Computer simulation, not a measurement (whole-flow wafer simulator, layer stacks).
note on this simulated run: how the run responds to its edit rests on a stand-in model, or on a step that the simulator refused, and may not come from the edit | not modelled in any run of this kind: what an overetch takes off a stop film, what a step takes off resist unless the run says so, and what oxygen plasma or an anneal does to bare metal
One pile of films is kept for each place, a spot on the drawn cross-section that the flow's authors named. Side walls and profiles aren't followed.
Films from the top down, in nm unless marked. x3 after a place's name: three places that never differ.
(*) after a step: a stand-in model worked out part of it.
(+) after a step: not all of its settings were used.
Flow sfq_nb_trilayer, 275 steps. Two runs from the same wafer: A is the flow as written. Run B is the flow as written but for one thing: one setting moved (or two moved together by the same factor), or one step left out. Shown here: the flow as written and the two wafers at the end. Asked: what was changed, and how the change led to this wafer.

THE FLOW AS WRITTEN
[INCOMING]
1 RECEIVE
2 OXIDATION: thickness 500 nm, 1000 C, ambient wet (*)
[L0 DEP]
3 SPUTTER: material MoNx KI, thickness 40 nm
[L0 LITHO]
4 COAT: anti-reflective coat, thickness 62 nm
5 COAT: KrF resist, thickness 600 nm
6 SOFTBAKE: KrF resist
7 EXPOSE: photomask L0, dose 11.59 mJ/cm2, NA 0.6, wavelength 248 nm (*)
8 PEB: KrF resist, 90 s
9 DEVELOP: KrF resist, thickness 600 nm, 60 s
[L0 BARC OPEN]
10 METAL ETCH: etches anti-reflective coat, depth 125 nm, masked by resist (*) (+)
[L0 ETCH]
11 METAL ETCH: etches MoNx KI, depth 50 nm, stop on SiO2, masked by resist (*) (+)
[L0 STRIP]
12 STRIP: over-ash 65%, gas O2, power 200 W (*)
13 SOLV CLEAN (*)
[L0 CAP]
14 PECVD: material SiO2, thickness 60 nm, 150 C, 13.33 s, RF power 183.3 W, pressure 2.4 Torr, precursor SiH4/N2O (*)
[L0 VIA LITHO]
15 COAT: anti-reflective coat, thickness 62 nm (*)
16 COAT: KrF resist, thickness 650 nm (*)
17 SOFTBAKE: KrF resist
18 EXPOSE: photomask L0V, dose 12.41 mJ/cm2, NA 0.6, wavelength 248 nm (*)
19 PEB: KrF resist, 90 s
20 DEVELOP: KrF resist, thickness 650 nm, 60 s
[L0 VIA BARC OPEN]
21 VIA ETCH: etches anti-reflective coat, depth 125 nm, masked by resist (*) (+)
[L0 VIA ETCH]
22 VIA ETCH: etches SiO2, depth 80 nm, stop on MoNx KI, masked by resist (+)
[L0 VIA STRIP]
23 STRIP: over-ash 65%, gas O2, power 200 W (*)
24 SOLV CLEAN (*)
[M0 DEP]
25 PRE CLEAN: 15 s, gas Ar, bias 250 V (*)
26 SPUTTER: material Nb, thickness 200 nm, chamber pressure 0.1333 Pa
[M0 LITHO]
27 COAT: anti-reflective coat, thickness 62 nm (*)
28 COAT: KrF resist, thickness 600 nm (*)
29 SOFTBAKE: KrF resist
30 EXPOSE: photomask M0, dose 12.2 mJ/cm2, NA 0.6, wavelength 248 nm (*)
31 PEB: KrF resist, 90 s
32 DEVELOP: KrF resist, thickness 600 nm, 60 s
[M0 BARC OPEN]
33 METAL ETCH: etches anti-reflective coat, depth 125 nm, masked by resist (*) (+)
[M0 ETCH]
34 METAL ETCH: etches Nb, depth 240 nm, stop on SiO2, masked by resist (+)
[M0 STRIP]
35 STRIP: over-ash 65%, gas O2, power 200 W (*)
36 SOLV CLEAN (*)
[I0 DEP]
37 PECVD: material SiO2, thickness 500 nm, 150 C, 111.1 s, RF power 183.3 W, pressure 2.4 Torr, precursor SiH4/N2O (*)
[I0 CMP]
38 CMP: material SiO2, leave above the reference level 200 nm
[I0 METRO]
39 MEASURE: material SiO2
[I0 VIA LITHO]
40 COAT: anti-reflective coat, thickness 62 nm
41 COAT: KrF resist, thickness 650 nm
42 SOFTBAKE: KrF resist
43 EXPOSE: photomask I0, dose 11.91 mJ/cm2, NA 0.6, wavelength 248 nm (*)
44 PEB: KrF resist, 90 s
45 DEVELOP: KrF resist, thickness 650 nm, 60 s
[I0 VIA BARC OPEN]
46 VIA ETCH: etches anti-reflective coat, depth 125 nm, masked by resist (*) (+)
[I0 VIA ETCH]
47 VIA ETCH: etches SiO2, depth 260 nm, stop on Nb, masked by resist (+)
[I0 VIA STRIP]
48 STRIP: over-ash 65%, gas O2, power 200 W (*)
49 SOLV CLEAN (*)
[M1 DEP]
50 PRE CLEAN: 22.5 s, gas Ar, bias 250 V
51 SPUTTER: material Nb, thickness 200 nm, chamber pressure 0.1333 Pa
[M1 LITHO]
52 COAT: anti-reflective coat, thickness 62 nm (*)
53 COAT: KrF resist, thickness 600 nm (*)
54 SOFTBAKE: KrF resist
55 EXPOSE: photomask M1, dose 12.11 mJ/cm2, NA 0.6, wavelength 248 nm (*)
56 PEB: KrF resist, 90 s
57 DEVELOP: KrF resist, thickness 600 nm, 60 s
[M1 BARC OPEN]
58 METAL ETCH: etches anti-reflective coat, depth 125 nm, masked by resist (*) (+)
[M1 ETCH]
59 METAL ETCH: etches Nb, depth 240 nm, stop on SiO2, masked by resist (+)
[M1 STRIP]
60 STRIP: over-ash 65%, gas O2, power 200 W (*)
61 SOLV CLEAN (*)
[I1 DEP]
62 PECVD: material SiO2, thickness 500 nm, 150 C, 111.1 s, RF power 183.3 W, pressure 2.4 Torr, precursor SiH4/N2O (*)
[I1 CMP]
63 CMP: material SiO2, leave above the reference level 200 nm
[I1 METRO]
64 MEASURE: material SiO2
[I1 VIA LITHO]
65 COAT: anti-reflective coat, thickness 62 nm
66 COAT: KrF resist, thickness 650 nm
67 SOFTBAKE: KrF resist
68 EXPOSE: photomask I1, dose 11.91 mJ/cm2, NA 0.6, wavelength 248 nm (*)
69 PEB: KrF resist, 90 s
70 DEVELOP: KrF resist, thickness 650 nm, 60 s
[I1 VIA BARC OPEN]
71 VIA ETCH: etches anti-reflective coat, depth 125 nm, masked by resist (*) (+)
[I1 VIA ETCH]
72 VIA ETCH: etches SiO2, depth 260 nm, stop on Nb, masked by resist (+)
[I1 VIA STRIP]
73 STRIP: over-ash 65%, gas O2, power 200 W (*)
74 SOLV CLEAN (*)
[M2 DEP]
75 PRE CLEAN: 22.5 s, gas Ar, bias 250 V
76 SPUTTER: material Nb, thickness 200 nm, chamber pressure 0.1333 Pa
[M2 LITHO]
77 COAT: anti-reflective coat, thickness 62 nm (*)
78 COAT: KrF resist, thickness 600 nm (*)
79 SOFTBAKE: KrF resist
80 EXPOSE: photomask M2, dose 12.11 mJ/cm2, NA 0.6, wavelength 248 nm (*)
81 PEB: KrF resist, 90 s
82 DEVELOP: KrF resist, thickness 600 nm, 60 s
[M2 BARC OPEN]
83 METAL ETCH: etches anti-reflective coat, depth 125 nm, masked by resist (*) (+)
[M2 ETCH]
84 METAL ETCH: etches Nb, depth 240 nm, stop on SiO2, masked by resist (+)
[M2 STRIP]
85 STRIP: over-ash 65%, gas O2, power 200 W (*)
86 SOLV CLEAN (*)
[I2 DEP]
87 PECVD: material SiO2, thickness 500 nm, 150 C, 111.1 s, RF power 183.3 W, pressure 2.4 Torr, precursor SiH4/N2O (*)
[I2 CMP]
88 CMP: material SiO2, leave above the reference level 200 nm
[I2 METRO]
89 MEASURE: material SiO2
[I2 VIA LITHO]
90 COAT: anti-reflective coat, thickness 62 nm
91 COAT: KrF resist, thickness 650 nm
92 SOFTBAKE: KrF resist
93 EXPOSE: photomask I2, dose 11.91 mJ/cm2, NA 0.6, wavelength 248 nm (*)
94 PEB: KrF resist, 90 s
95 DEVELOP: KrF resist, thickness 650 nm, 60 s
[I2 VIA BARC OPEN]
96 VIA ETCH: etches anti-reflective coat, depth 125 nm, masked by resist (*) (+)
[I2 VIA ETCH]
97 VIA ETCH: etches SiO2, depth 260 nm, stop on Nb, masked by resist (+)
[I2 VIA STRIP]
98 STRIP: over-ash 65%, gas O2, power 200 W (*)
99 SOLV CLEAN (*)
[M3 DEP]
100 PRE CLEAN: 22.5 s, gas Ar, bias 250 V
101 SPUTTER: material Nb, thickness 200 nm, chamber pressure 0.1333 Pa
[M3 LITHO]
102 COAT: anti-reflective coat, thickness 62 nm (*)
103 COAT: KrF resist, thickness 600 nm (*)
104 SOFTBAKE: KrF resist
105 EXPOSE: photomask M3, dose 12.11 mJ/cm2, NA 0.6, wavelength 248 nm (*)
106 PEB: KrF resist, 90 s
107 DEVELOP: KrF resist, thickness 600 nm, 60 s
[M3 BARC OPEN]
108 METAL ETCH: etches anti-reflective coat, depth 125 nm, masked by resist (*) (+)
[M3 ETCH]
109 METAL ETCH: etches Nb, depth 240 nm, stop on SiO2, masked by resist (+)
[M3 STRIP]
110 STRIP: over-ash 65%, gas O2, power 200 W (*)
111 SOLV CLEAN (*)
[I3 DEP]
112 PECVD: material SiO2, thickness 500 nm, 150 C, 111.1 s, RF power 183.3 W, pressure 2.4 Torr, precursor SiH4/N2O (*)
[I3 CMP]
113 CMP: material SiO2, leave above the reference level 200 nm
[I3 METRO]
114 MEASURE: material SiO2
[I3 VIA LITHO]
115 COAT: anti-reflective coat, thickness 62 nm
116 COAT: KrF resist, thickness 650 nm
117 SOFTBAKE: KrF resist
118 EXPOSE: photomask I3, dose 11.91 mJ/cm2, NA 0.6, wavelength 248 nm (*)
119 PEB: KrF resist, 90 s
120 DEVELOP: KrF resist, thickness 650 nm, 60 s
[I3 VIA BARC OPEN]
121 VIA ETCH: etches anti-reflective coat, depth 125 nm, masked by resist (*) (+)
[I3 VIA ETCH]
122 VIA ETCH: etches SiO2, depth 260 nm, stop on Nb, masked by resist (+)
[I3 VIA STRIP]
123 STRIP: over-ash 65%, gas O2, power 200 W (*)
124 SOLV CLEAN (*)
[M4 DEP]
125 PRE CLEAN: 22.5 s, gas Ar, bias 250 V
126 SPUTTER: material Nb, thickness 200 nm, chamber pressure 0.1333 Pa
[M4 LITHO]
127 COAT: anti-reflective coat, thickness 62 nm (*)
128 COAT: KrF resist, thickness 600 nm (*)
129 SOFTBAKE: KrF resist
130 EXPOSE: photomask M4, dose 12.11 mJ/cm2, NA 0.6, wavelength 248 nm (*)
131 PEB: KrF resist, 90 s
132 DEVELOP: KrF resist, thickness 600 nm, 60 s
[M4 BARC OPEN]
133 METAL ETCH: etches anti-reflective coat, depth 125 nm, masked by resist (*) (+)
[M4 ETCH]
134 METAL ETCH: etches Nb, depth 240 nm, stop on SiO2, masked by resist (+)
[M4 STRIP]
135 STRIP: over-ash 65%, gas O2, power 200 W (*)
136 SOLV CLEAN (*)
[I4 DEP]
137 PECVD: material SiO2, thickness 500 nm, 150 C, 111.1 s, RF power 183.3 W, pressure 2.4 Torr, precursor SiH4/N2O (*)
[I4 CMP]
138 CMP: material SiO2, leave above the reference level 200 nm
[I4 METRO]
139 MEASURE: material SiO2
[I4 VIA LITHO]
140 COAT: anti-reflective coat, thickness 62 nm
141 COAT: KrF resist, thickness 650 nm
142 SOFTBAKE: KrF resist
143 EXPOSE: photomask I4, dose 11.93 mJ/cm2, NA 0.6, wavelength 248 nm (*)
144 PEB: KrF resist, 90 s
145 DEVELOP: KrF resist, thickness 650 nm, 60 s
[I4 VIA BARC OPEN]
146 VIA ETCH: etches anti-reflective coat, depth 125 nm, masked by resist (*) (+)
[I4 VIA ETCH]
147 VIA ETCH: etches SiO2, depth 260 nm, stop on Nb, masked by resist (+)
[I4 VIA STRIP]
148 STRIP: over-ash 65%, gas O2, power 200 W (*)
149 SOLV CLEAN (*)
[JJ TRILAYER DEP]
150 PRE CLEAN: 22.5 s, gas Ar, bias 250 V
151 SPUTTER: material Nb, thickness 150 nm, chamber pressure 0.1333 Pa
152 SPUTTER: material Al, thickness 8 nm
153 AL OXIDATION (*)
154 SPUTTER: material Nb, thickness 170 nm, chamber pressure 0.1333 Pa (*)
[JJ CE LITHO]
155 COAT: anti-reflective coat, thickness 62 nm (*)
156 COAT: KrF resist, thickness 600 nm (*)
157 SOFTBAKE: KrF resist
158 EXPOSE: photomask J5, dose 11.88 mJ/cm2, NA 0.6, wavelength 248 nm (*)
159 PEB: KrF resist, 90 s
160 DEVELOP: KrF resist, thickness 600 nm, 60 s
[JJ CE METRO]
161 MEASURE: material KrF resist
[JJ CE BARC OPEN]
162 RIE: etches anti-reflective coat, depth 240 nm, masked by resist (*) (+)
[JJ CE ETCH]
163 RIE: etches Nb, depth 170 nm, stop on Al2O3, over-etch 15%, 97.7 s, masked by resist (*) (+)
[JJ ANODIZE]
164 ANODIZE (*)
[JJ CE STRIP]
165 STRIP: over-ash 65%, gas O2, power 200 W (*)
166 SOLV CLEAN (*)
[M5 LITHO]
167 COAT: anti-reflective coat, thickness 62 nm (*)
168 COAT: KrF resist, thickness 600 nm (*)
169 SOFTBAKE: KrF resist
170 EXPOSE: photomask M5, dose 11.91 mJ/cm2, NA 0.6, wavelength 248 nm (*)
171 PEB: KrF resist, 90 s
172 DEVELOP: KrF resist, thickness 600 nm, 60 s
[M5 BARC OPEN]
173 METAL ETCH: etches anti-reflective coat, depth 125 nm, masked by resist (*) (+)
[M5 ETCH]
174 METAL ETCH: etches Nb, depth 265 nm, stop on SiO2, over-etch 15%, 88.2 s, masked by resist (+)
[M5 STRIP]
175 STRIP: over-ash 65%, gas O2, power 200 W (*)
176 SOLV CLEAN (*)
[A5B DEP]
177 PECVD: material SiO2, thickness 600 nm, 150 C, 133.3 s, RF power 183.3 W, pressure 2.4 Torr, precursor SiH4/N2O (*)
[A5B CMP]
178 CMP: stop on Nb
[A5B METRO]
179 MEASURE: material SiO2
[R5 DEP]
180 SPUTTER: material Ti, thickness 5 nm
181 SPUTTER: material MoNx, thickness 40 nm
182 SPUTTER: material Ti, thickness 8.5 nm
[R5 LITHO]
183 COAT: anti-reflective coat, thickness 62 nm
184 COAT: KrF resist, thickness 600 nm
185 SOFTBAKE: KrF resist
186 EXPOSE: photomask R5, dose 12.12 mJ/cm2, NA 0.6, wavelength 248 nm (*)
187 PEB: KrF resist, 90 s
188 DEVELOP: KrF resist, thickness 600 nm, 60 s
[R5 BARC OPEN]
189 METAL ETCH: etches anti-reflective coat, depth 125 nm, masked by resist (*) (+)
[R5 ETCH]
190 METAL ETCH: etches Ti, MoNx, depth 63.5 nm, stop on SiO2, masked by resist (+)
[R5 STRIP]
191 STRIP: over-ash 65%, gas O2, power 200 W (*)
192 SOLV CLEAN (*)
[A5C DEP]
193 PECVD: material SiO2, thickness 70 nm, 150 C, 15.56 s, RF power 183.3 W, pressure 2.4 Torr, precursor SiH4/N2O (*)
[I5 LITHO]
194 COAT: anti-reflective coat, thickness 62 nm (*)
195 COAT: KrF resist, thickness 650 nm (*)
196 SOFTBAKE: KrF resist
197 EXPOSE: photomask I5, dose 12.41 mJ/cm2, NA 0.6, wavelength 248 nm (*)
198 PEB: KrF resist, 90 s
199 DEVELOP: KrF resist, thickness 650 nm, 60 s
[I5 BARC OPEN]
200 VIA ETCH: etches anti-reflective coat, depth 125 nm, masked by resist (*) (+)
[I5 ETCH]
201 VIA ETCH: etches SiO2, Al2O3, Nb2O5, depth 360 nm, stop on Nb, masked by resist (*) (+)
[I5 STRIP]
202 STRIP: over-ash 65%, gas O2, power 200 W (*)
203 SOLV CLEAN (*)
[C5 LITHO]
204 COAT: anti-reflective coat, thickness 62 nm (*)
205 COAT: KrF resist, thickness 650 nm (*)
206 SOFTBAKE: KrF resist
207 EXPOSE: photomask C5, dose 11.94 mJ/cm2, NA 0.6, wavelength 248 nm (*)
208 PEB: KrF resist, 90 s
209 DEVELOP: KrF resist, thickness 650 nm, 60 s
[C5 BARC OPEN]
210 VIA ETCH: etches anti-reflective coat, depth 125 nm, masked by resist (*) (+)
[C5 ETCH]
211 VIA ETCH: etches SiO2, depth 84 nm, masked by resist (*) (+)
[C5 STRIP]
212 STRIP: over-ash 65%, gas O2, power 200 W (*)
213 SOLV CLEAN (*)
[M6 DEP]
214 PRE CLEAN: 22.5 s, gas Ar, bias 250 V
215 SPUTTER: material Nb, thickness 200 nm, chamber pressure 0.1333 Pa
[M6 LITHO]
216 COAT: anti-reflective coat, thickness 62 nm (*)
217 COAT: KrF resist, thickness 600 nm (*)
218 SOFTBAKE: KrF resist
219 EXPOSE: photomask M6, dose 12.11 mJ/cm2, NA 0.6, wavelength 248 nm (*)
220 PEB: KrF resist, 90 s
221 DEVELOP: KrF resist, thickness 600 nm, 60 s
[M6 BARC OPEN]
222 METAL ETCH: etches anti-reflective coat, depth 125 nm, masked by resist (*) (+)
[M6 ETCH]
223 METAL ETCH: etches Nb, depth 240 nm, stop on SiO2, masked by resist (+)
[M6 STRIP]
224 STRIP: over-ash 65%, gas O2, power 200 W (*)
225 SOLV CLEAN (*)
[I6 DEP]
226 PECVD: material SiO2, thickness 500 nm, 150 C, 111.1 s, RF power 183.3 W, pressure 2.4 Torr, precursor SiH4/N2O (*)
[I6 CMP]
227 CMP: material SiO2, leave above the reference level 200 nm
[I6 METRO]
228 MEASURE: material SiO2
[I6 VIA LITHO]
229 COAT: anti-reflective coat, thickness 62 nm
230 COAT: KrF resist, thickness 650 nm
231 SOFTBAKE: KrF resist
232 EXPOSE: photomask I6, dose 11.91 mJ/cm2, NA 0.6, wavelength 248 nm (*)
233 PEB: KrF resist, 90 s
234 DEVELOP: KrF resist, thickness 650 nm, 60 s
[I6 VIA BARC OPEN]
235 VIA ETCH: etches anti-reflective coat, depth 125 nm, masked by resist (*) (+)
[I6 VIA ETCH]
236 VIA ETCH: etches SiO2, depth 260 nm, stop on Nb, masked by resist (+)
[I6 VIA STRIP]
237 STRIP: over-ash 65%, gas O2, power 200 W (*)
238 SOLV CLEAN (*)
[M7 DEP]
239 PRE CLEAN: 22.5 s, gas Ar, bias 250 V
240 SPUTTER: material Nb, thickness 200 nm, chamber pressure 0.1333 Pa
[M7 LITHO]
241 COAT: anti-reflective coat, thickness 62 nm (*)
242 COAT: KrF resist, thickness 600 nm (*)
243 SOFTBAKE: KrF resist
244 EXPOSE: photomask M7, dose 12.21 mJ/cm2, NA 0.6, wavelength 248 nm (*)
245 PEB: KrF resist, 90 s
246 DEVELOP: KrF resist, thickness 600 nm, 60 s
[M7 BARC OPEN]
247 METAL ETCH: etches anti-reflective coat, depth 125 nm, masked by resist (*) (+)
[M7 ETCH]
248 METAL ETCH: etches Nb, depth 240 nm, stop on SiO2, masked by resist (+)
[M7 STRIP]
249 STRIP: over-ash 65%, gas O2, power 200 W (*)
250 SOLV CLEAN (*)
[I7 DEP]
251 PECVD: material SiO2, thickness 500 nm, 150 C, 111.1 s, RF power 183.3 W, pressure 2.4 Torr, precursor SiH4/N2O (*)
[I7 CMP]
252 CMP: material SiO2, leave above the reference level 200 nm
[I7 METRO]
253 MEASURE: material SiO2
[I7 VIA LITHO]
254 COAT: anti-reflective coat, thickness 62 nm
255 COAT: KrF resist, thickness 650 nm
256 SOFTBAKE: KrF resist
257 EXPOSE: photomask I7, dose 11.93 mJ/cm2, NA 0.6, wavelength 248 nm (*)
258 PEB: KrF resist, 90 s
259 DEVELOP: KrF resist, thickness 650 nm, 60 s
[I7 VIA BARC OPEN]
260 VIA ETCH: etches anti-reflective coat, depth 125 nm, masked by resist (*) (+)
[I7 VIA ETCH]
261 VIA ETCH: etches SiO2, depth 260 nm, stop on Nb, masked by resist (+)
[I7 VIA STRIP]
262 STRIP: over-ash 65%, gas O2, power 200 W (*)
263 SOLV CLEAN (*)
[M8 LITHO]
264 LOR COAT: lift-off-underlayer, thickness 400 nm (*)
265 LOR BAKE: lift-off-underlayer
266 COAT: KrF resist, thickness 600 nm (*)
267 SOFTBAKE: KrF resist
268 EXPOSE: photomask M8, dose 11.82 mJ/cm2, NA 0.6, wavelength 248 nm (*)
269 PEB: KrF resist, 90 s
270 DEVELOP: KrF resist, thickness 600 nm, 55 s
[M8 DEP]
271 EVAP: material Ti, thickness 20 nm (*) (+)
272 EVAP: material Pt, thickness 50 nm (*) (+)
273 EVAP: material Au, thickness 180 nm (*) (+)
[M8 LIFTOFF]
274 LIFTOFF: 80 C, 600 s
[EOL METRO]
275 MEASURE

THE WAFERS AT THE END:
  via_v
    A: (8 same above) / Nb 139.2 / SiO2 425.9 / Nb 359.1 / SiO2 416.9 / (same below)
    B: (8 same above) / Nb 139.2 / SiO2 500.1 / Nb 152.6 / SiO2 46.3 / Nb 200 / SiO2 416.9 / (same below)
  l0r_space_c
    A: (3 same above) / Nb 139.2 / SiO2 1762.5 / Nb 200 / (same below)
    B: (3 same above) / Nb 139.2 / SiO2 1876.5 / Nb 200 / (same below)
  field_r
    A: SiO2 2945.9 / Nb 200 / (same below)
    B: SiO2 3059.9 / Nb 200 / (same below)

The cause: step 113, CMP: leave above the reference level 314 nm was run, where the flow has leave above the reference level 200 nm.

How the change led to this, step by step:
  113 CMP: material SiO2, leave above the reference level 200 nm
      field_l, be, be_sur and 64 more: A SiO2 -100 | B nothing
      v_sur, via_wl, via_wr and 27 more: A SiO2 -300 | B SiO2 -186
      (and at 9 more places)
  115 COAT: anti-reflective coat, thickness 62 nm
      m0r_space_l, m0r_space_r, m6r_space_l, m6r_space_r, m7r_space_l, m7r_space_r: A anti-reflective coat +62 (new film) | B anti-reflective coat +64 (new film)
      be, p4_fm, wl_g_sr: A anti-reflective coat +62 (new film) | B anti-reflective coat +63.9 (new film)
      (and at 22 more places)
  122 VIA ETCH: etches SiO2, depth 260 nm, stop on Nb, masked by resist (+)
      via_v: A SiO2 -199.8 (all of it) | B SiO2 -260
  123 STRIP: over-ash 65%, gas O2, power 200 W (*)
      m0r_space_l, m0r_space_r, m6r_space_l, m6r_space_r, m7r_space_l, m7r_space_r: A KrF resist -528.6 (all of it), anti-reflective coat -62 (all of it) | B KrF resist -530.9 (all of it), anti-reflective coat -64 (all of it)
      m5r_linepad_l, m5r_linepad_r: A KrF resist -528.6 (all of it), anti-reflective coat -62 (all of it) | B KrF resist -526.6 (all of it), anti-reflective coat -68.4 (all of it)
      (and at 23 more places)
  125 PRE CLEAN: 22.5 s, gas Ar, bias 250 V
      via_v: A Nb -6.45 | B SiO2 -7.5
  126 SPUTTER: material Nb, thickness 200 nm, chamber pressure 0.1333 Pa
      via_v: A Nb +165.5 | B Nb +152.6 (new film)
  127 COAT: anti-reflective coat, thickness 62 nm (*)
      p4_fm, wl_g_sr, m0r_space_l, m0r_space_r, m6r_space_l, m6r_space_r, m7r_space_l, m7r_space_r: A anti-reflective coat +62 (new film) | B anti-reflective coat +63.8 (new film)
      p3_fr, wl_f_sl: A anti-reflective coat +62 (new film) | B anti-reflective coat +64.3 (new film)
      (and at 23 more places)
  128 COAT: KrF resist, thickness 600 nm (*)
      via_v: A KrF resist +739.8 (new film) | B KrF resist +793.5 (new film)
  133 METAL ETCH: etches anti-reflective coat, depth 125 nm, masked by resist (*) (+)
      wl_g_sr, m0r_space_l, m0r_space_r, m6r_space_l, m6r_space_r, m7r_space_l, m7r_space_r: A anti-reflective coat -62 (all of it) | B anti-reflective coat -63.8 (all of it)
      p3_fr, wl_f_sl: A anti-reflective coat -62 (all of it) | B anti-reflective coat -64.3 (all of it)
      (and at 11 more places)
  135 STRIP: over-ash 65%, gas O2, power 200 W (*)
      v_sur: A KrF resist -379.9 (all of it), anti-reflective coat -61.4 (all of it) | B KrF resist -374.4 (all of it), anti-reflective coat -57.5 (all of it)
      via_wl: A KrF resist -379.4 (all of it), anti-reflective coat -61.3 (all of it) | B KrF resist -372.4 (all of it), anti-reflective coat -59.6 (all of it)
      (and at 12 more places)
  137 PECVD: material SiO2, thickness 500 nm, 150 C, 111.1 s, RF power 183.3 W, pressure 2.4 Torr, precursor SiH4/N2O (*)
      via_v: A SiO2 +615 (new film) | B SiO2 +664.6 (new film)
  138 CMP: material SiO2, leave above the reference level 200 nm
      field_l, be, be_sur and 55 more: A SiO2 -100 | B SiO2 -86
      ln_m5, lsp_m, ln_m6, p4_fl, p4_fm, p4_fr: A SiO2 -300 | B SiO2 -286
      (and at 4 more places)
Counting metal films that touch as one body, via_v has 7 bodies (between them, from the top down: SiO2 437.8; SiO2 209 / Al2O3 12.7 / Nb2O5 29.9; SiO2 500.1; SiO2 46.3; SiO2 416.9; SiO2 192.5); the flow as written gives 6 bodies (between them, from the top down: SiO2 437.8; SiO2 209 / Al2O3 12.7 / Nb2O5 29.9; SiO2 425.9; SiO2 416.9; SiO2 192.5).
